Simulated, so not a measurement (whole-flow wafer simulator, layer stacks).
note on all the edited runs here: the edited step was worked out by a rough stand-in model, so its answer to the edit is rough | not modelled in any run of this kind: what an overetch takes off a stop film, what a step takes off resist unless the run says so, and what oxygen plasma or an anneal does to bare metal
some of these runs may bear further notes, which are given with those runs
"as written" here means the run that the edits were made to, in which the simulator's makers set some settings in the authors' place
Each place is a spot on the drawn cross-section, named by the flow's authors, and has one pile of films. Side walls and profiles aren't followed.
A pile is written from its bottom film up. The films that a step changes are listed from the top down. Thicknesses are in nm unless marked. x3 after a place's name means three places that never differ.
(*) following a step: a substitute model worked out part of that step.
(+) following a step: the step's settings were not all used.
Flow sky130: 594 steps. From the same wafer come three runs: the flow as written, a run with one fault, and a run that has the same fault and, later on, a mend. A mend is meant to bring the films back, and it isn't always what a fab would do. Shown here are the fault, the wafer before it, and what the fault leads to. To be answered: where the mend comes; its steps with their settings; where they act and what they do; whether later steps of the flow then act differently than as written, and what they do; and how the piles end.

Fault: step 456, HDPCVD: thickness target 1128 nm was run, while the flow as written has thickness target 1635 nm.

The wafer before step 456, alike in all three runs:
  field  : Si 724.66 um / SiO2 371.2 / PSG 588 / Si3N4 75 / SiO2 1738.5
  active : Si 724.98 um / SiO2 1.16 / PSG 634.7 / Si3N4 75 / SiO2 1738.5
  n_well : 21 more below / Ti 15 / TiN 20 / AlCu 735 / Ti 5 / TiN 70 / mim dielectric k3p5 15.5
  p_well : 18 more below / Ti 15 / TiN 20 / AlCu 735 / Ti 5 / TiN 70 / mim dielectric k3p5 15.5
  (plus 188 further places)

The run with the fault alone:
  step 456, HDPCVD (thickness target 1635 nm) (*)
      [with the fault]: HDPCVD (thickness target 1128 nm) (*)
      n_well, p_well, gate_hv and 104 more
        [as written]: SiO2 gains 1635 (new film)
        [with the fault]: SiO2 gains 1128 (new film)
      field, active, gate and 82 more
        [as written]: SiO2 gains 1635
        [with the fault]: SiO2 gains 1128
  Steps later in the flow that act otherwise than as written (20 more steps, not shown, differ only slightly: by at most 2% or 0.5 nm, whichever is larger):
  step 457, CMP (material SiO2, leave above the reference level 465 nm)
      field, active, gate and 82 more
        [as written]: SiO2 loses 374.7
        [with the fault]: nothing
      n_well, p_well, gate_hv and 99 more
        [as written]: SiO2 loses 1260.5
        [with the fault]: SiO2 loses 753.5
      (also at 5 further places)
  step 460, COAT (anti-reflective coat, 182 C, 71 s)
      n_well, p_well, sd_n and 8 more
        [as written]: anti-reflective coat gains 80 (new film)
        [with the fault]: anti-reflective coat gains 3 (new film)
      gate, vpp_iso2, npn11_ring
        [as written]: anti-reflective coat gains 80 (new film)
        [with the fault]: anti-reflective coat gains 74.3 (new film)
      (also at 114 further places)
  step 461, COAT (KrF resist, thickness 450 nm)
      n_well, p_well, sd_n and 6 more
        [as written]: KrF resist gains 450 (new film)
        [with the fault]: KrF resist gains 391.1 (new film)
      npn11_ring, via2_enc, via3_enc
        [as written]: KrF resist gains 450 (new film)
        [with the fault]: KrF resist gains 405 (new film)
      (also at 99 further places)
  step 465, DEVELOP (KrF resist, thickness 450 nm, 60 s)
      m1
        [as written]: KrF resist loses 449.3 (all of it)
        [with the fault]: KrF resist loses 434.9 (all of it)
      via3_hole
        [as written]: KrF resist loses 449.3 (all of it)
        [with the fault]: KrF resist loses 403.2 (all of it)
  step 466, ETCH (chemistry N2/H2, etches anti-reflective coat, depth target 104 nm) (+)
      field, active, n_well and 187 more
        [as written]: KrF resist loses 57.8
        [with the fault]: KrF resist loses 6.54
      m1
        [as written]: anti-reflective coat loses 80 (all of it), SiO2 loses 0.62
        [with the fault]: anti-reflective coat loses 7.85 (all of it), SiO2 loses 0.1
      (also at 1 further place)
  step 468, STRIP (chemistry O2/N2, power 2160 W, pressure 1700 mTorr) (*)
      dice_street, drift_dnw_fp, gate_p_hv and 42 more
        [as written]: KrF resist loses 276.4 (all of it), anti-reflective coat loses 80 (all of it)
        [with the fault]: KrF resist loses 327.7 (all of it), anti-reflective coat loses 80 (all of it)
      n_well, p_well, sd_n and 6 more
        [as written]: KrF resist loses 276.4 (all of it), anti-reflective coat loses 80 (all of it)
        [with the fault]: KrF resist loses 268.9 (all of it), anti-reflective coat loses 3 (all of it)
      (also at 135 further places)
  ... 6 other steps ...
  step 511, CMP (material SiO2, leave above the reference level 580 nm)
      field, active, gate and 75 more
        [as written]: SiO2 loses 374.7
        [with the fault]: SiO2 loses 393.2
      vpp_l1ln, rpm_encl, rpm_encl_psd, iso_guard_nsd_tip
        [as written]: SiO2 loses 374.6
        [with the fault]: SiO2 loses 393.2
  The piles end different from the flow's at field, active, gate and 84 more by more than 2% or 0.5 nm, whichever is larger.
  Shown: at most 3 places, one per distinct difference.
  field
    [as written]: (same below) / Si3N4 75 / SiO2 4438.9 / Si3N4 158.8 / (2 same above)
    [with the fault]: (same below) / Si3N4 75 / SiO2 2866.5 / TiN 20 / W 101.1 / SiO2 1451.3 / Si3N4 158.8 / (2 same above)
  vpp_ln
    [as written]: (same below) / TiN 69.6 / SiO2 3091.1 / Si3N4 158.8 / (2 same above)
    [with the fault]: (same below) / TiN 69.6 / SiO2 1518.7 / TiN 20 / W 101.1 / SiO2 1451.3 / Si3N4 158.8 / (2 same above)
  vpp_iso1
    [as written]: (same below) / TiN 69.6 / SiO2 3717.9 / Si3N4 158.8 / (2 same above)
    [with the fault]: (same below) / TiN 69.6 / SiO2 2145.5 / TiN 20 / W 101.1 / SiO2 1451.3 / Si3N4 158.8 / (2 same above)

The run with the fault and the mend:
  The mend stands after step 456.
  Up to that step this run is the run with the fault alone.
  step 456a, HDPCVD (thickness target 507 nm) (*) (the flow's step 456 again, with other settings)
      field, active, n_well and 189 more
        SiO2 gains 507
  Every later step of the flow that is run acts as written at every place that is followed.
  By the end, the piles equal the flow's at every place that both follow.
